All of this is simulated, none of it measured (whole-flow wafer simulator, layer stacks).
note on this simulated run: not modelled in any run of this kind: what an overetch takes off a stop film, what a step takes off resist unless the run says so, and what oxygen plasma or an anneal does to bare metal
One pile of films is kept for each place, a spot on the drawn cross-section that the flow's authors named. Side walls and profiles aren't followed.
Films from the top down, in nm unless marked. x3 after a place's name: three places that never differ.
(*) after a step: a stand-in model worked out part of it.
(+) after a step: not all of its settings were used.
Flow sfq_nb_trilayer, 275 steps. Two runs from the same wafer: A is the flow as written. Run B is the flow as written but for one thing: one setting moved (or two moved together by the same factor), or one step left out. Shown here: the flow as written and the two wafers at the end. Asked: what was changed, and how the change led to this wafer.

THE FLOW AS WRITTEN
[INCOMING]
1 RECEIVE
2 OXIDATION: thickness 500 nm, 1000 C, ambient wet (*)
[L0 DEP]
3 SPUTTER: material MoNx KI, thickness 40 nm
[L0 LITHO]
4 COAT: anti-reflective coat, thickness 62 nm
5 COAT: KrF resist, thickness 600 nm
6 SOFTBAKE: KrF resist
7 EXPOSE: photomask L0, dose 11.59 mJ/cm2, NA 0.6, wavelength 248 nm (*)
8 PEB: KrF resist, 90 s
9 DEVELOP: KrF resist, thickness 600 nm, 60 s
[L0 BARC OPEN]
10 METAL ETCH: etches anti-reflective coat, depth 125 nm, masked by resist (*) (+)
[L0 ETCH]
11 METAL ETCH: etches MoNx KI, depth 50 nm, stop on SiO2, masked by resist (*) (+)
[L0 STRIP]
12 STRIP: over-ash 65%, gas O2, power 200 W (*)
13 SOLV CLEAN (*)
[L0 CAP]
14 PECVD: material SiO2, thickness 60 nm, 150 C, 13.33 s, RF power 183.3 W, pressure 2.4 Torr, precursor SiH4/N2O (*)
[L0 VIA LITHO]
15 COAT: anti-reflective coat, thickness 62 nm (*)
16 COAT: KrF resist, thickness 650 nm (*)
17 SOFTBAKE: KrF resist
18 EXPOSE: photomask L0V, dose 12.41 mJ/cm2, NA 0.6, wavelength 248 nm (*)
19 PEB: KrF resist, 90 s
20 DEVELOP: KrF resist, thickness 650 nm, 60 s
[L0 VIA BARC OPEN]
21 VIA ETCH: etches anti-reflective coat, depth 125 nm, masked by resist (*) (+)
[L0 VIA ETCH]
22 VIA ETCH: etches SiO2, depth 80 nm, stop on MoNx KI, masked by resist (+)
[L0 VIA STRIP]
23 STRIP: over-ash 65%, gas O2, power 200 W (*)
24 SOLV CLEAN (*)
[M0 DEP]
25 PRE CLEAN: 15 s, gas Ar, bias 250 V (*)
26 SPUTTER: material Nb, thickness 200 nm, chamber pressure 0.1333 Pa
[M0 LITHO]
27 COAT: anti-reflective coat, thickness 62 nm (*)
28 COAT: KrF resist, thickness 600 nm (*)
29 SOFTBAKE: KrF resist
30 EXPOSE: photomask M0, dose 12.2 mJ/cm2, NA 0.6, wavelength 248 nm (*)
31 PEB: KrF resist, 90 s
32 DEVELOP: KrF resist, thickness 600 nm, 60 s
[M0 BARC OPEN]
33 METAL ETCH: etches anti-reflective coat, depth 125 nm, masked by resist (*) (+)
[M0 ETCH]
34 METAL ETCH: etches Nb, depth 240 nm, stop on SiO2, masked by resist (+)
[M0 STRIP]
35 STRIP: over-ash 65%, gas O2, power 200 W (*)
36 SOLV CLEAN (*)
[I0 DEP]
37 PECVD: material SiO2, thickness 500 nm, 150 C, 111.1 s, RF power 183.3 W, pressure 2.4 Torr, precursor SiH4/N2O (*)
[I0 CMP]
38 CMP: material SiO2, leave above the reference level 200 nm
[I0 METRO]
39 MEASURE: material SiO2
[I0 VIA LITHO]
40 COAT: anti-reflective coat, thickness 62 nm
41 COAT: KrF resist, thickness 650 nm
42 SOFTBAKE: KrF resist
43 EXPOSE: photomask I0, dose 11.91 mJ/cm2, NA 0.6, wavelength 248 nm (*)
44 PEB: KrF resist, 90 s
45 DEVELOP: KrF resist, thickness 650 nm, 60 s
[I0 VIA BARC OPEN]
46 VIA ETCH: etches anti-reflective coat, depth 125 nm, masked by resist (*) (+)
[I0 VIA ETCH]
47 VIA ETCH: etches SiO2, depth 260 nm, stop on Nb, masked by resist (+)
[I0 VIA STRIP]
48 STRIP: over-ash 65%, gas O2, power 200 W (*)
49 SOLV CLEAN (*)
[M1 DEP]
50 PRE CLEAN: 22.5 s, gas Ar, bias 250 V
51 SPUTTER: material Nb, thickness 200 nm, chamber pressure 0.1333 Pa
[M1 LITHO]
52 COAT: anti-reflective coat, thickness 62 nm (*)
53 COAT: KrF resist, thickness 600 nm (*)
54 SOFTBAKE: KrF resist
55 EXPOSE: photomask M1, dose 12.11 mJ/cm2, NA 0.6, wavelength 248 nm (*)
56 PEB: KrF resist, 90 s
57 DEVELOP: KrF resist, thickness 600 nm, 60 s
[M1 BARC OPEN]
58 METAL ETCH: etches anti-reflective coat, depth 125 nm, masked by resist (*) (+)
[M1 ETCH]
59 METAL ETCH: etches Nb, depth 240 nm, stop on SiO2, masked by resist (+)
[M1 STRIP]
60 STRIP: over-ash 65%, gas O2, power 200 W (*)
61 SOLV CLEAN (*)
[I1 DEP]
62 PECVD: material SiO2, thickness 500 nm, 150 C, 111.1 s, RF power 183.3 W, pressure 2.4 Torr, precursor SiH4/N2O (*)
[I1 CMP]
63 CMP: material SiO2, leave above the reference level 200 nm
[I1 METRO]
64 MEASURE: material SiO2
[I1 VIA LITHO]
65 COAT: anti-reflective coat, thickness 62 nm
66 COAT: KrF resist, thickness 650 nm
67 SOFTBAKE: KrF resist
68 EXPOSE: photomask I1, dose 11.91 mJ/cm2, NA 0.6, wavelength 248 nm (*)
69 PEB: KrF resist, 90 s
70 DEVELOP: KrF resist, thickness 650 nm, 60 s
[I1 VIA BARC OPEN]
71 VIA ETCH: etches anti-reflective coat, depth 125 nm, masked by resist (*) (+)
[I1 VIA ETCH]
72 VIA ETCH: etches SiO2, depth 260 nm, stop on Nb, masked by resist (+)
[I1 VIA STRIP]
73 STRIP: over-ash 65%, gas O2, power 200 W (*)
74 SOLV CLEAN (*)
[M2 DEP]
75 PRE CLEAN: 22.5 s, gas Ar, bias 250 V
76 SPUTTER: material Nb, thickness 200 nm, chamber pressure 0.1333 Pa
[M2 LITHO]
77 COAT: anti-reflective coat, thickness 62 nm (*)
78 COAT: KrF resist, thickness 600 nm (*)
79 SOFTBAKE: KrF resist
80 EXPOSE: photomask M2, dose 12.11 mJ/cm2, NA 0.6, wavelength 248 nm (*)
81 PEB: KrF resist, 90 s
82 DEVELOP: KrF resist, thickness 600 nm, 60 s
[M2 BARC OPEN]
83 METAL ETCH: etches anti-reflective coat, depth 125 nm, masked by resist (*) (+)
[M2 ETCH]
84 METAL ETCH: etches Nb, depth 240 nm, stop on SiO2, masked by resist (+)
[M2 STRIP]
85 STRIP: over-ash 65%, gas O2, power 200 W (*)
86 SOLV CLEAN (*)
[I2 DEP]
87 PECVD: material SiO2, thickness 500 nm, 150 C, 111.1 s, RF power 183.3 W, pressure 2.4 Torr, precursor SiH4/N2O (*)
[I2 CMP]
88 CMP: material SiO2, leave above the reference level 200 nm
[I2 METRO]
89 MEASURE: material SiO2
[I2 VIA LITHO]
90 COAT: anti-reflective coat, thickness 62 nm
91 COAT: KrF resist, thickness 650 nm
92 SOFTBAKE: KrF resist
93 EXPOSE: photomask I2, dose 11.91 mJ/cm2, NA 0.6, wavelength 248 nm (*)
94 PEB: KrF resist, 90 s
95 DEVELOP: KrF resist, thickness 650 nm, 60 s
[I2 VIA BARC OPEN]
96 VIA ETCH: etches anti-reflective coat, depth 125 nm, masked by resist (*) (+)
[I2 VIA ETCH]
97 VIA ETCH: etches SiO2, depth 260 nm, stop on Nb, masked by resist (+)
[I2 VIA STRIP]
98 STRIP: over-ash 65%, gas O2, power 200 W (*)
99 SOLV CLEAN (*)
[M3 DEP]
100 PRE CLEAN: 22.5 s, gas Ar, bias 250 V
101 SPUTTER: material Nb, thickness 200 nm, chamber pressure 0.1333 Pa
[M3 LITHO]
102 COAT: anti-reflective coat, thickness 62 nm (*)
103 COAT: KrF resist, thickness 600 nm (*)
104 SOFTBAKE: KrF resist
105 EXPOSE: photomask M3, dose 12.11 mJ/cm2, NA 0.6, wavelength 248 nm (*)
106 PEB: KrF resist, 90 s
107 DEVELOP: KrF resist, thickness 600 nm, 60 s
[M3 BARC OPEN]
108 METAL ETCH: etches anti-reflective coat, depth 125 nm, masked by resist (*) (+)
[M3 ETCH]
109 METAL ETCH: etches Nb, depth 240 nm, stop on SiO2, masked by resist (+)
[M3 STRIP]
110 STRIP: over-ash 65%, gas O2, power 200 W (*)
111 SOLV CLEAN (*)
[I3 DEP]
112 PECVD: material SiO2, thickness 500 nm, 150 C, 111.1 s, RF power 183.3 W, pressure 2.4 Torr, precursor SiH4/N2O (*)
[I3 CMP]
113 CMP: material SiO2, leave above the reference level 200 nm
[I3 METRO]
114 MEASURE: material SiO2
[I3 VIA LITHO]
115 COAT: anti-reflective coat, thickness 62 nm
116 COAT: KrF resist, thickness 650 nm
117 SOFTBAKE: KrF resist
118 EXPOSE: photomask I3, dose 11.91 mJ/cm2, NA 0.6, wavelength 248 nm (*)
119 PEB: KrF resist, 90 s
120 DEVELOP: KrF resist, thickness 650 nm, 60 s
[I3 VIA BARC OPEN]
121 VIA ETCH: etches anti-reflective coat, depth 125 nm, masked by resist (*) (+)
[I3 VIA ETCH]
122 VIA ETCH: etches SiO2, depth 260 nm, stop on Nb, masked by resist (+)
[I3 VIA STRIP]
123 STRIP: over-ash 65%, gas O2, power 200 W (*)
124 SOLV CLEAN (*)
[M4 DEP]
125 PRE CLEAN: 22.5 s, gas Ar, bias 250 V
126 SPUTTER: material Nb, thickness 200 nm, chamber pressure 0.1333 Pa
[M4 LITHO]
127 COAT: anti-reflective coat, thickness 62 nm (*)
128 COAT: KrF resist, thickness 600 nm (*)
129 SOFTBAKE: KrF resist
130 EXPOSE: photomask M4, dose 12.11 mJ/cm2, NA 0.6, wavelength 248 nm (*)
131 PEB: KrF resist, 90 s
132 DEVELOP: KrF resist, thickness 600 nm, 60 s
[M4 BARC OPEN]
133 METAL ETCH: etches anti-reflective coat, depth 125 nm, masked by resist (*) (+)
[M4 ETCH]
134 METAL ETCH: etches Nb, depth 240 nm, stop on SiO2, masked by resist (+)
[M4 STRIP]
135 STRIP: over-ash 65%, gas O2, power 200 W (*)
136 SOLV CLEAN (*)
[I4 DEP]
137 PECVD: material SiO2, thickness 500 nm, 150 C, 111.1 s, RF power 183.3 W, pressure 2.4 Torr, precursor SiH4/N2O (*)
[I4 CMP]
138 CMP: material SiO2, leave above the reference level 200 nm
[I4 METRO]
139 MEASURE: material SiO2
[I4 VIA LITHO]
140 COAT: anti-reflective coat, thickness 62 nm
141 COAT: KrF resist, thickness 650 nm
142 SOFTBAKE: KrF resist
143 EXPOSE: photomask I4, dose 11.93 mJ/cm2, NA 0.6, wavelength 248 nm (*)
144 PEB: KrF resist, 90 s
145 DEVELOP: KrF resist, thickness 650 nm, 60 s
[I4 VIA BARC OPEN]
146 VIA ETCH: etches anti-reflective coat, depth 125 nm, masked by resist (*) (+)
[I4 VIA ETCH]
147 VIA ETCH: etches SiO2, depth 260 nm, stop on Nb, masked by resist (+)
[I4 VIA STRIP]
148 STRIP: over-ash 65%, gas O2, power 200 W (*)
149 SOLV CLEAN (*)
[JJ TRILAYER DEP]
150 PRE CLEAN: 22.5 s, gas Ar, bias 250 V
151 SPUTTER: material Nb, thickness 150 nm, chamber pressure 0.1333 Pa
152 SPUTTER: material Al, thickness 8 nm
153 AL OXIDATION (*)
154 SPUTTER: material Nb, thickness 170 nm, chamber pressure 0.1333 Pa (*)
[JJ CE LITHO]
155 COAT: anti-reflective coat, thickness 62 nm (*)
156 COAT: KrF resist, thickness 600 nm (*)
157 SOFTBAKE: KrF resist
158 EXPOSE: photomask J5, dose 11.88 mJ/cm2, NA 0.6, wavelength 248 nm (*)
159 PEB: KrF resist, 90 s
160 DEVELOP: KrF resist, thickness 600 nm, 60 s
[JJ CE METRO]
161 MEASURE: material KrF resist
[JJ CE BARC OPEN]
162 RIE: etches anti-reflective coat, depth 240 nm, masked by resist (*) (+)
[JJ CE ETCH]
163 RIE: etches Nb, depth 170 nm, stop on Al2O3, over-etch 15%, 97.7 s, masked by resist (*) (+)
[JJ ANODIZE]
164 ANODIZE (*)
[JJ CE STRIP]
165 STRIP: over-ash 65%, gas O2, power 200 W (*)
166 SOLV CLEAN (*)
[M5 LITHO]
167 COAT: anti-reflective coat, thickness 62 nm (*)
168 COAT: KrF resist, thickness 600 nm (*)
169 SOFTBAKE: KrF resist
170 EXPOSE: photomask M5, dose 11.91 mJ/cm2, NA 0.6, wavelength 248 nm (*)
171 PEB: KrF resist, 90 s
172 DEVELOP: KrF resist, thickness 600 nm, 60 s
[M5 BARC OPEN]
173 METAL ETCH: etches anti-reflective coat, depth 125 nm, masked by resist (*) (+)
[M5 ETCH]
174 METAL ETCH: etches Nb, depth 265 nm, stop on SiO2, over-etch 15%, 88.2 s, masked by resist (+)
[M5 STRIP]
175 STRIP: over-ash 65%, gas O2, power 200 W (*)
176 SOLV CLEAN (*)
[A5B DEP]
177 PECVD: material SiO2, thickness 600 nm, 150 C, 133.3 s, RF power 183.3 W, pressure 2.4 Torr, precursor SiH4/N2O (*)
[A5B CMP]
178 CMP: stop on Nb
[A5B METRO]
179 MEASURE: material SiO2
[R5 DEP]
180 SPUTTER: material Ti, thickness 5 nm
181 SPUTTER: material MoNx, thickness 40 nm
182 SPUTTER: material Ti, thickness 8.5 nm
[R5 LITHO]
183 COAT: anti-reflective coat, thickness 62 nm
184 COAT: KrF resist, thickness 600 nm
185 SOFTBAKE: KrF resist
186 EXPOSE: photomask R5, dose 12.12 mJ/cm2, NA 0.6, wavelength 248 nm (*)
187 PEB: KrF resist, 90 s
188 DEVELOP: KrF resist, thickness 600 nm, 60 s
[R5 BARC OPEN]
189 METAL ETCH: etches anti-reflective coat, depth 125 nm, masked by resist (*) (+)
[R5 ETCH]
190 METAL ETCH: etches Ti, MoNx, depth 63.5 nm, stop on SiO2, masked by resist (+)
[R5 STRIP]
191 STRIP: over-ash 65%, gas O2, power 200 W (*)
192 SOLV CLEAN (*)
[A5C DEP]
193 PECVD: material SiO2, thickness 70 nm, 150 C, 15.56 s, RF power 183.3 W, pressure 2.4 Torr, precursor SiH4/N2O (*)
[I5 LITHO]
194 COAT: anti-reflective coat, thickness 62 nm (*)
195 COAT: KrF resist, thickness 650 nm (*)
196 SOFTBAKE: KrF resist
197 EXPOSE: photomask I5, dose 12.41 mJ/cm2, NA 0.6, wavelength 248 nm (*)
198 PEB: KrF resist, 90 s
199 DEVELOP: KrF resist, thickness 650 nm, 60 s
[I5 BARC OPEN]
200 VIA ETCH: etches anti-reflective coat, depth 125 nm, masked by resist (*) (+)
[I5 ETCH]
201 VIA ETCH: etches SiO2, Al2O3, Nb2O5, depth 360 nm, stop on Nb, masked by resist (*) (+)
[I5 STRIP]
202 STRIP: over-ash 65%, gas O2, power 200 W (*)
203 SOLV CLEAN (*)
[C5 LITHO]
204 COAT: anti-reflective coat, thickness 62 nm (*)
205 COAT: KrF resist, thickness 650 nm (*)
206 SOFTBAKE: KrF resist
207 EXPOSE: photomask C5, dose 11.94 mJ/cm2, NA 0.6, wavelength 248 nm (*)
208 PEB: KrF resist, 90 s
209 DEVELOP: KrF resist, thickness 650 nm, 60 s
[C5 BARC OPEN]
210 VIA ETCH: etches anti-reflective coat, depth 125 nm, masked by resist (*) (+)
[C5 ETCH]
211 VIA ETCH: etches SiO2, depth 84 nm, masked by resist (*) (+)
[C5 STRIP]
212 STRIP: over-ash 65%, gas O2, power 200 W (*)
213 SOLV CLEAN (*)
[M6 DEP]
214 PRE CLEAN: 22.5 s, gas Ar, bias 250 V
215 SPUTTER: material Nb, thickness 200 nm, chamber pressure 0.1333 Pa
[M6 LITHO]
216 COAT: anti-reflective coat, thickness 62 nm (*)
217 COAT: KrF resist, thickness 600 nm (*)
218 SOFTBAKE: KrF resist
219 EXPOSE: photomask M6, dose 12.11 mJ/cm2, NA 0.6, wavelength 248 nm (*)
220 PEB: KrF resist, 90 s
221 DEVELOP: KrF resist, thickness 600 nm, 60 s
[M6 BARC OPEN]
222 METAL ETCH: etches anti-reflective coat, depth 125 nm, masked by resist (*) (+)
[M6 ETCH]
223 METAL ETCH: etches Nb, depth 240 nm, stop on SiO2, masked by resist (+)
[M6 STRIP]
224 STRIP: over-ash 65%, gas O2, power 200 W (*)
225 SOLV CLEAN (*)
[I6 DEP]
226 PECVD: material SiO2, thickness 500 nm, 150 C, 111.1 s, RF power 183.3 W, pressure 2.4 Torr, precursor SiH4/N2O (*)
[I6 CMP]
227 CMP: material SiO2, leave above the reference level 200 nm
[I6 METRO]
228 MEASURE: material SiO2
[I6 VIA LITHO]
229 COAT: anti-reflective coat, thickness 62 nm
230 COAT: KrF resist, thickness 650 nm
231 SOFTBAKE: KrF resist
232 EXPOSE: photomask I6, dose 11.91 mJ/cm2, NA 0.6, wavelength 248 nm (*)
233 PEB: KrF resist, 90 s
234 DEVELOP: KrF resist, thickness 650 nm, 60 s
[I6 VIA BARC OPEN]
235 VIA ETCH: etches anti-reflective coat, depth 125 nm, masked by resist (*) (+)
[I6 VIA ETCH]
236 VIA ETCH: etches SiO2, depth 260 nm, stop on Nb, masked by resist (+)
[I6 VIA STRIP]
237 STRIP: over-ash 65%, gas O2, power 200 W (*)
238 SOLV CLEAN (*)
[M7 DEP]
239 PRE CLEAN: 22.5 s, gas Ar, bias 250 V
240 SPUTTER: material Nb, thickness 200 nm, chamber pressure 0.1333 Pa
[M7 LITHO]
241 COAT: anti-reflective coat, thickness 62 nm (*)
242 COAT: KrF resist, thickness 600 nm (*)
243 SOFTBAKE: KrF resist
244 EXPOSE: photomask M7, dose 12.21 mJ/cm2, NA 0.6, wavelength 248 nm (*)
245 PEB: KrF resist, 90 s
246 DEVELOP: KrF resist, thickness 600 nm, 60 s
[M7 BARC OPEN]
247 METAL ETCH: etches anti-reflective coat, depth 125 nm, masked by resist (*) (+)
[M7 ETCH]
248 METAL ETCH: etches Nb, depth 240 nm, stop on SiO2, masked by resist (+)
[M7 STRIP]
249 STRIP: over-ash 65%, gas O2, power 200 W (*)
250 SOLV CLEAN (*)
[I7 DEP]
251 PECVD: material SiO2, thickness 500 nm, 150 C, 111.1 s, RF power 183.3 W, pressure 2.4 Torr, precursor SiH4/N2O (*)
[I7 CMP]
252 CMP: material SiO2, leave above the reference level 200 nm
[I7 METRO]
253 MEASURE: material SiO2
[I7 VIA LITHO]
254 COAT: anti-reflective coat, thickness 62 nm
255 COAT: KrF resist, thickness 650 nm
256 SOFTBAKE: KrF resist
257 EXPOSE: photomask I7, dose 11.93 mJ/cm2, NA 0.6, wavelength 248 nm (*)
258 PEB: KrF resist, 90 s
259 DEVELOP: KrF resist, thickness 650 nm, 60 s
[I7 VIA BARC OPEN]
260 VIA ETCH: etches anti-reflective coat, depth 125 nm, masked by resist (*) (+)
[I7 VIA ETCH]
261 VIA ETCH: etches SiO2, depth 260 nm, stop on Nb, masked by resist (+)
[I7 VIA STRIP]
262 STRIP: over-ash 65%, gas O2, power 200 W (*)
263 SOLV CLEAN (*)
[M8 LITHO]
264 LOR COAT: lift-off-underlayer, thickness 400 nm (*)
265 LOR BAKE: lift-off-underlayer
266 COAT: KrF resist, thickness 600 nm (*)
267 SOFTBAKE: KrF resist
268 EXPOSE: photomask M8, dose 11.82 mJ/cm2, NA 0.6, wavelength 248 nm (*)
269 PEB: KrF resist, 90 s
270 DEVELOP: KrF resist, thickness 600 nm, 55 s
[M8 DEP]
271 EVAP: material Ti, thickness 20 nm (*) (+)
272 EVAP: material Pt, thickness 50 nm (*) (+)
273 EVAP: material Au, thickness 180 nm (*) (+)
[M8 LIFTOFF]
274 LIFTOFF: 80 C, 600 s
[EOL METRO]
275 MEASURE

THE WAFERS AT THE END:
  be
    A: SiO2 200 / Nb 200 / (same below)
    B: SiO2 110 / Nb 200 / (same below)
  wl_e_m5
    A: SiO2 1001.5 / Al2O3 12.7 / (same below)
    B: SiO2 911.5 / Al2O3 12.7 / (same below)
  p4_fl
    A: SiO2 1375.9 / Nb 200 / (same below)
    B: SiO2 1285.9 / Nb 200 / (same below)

The cause: step 252, CMP: leave above the reference level 110 nm was run, where the flow has leave above the reference level 200 nm.
It can be read off the wafer: be has SiO2 110, and step 252 as written asks for 200 nm.

How the change led to this, step by step:
  252 CMP: material SiO2, leave above the reference level 200 nm
      field_l, p4_fl, p4_fm and 56 more: A SiO2 -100 | B SiO2 -190
      v_sur, via_wl, via_w and 37 more: A SiO2 -300 | B SiO2 -390
      (and at 7 more places)
  261 VIA ETCH: etches SiO2, depth 260 nm, stop on Nb, masked by resist (+)
      field_l, v_sur, via_sp and 100 more: A KrF resist -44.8 | B KrF resist -28.4
      via_wl, via_w, via_wr: A SiO2 -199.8 (all of it) | B SiO2 -109.8 (all of it)
  262 STRIP: over-ash 65%, gas O2, power 200 W (*)
      field_l, v_sur, via_sp and 100 more: A KrF resist -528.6 (all of it), anti-reflective coat -62 (all of it) | B KrF resist -545 (all of it), anti-reflective coat -62 (all of it)
  264 LOR COAT: lift-off-underlayer, thickness 400 nm (*)
      via_wl, via_wr: A lift-off-underlayer +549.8 (new film) | B lift-off-underlayer +482.4 (new film)
      v_sur: A lift-off-underlayer +369.4 (new film) | B lift-off-underlayer +383.2 (new film)
      (and at 2 more places)
  266 COAT: KrF resist, thickness 600 nm (*)
      via_w: A KrF resist +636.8 (new film) | B KrF resist +620.2 (new film)
  270 DEVELOP: KrF resist, thickness 600 nm, 55 s
      v_sur: A KrF resist -607.3 (all of it), lift-off-underlayer -369.4 (all of it) | B KrF resist -603.5 (all of it), lift-off-underlayer -383.2 (all of it)
      via_wl: A KrF resist -623.9 (all of it), lift-off-underlayer -549.8 (all of it) | B KrF resist -612.6 (all of it), lift-off-underlayer -482.4 (all of it)
      (and at 3 more places)
